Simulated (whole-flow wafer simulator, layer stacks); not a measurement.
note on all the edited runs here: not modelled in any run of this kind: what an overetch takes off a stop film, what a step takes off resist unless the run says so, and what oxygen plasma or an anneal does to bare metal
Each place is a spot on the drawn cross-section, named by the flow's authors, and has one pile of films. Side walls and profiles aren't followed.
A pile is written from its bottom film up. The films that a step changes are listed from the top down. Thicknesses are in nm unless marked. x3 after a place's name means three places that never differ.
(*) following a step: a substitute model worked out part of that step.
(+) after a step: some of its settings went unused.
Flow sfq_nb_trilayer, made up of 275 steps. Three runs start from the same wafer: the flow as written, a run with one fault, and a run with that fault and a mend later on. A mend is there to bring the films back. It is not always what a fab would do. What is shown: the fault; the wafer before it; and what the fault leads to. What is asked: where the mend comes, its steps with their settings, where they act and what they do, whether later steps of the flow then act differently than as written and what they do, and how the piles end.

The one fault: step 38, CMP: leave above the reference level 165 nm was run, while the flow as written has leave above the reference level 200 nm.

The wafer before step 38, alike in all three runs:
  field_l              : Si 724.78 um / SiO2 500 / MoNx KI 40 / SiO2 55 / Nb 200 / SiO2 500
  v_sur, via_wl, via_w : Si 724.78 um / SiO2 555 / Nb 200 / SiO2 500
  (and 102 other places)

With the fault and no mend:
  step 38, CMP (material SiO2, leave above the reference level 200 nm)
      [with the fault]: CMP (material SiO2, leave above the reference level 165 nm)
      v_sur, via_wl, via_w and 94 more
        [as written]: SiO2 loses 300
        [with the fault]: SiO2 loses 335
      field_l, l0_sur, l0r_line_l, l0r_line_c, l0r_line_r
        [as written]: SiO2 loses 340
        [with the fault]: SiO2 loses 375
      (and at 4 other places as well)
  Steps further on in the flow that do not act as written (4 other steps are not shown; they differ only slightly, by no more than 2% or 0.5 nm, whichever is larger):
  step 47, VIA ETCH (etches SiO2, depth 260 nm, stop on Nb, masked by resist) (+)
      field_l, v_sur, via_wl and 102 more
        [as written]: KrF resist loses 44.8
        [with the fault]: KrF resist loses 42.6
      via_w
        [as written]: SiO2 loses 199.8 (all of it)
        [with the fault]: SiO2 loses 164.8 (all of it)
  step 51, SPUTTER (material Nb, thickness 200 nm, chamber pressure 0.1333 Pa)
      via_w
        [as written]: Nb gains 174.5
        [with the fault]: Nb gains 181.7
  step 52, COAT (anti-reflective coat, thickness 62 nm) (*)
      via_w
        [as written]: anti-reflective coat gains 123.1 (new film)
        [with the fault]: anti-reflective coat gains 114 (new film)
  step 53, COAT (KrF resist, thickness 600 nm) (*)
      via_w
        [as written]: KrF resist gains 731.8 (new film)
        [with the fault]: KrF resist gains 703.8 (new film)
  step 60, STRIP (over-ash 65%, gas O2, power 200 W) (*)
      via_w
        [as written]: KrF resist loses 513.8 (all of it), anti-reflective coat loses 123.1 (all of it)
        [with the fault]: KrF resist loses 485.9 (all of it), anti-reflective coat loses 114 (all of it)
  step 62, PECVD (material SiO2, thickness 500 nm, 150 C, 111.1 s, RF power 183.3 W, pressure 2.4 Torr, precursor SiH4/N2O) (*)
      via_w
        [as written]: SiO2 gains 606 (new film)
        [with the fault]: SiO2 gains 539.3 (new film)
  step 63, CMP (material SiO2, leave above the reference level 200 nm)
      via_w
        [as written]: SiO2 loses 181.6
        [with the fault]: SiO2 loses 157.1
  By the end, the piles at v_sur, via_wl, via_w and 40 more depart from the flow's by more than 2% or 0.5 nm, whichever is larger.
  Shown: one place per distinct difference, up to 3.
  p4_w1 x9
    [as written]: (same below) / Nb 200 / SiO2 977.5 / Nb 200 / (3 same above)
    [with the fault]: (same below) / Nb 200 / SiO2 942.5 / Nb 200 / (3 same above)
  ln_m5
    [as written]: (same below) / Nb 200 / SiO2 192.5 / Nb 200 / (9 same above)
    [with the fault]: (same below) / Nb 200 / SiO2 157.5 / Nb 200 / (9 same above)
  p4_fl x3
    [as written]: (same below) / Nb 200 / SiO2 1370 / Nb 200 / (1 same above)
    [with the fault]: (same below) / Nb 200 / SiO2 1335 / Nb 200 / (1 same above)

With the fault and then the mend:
  The mend follows step 39.
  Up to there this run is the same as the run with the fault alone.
  step 39a, PECVD (material SiO2, thickness 35 nm, 150 C, 7.778 s, RF power 183.3 W, pressure 2.4 Torr, precursor SiH4/N2O) (the flow's step 37 again, with other settings)
      field_l, v_sur, via_wl and 103 more
        SiO2 gains 35
  Every later step of the flow that is run acts as written, at every place that is followed, to within 2% or 0.5 nm, whichever is larger.
  When the end is reached, the piles differ only a little from the flow's at the places that both follow, at most by 2% or 0.5 nm, whichever is larger.
